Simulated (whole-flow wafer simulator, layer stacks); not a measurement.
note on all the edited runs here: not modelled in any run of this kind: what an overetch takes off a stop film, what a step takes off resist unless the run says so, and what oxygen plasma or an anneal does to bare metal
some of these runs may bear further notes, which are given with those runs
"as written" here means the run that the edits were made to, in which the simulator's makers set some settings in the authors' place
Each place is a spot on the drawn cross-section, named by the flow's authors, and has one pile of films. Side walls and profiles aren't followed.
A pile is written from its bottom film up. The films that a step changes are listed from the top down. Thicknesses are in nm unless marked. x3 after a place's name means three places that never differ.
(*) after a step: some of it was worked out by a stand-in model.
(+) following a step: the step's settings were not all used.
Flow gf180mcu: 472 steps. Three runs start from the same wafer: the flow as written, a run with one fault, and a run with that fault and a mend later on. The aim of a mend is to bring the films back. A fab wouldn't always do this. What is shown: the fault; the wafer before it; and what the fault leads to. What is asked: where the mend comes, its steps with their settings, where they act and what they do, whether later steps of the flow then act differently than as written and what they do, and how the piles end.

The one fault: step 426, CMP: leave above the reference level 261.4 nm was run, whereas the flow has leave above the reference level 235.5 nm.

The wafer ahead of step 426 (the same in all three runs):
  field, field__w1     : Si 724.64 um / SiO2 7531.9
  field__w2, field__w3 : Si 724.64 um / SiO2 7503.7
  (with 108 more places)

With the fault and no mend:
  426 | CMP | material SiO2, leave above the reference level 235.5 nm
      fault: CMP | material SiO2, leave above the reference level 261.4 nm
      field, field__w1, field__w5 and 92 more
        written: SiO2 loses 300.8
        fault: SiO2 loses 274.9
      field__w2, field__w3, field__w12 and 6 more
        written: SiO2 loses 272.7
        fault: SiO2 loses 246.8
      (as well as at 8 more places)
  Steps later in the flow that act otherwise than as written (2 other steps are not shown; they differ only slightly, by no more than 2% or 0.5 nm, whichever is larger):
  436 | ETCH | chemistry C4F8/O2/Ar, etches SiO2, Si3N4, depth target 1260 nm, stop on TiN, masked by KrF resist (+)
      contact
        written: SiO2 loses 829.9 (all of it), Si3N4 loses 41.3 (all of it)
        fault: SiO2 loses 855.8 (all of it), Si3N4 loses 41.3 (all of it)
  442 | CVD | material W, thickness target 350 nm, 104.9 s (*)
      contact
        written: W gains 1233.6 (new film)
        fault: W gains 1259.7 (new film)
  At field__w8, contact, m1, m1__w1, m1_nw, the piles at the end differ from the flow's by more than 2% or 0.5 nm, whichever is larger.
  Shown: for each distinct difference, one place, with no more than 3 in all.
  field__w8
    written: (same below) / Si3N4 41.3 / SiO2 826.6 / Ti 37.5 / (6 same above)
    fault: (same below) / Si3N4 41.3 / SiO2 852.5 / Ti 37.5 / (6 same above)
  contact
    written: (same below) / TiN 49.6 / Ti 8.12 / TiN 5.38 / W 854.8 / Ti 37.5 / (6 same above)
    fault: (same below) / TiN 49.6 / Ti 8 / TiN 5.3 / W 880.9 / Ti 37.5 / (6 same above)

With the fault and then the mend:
  The mend follows step 434.
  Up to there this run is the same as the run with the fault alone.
  434a | STRIP | chemistry O2/N2, power 2160 W, pressure 1700 mTorr (*)
      field, field__w1, field__w2 and 108 more
        KrF resist loses 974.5 (all of it), anti-reflective coat loses 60 (all of it)
      contact
        anti-reflective coat loses 60 (all of it)
  434b | CMP | material SiO2, leave above the reference level 235.5 nm (the flow's step 426, run once more)
      field, field__w1, field__w2 and 109 more
        SiO2 loses 25.9
  434c | HMDS | 120 C, 60 s (the flow's step 428, run once more)
      leaves every film unchanged at each place that is followed
  434d | COAT | anti-reflective coat, thickness 60 nm, 182 C, 71 s (the flow's step 429, run once more)
      field, field__w1, field__w2 and 109 more
        anti-reflective coat gains 60 (new film)
  434e | COAT | KrF resist, thickness 1000 nm (the flow's step 430, run once more)
      field, field__w1, field__w2 and 109 more
        KrF resist gains 1000 (new film)
  434f | SOFTBAKE | KrF resist (the flow's step 431, run once more)
      leaves every film unchanged at each place that is followed
  434g | EXPOSE | photomask Via5 (the flow's step 432, run once more)
      leaves every film unchanged at each place that is followed
  434h | PEB | KrF resist, 135 C, 90 s (the flow's step 433, run once more)
      field, field__w1, field__w2 and 109 more
        KrF resist loses 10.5
  434i | DEVELOP | KrF resist, thickness 1000 nm, 60 s (the flow's step 434, run once more)
      field, field__w1, field__w2 and 108 more
        KrF resist loses 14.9
      contact
        KrF resist loses 989.5 (all of it)
  Every later step of the flow that is run acts as written at every place that is followed.
  At every place that both follow, the piles at the end match the flow's.
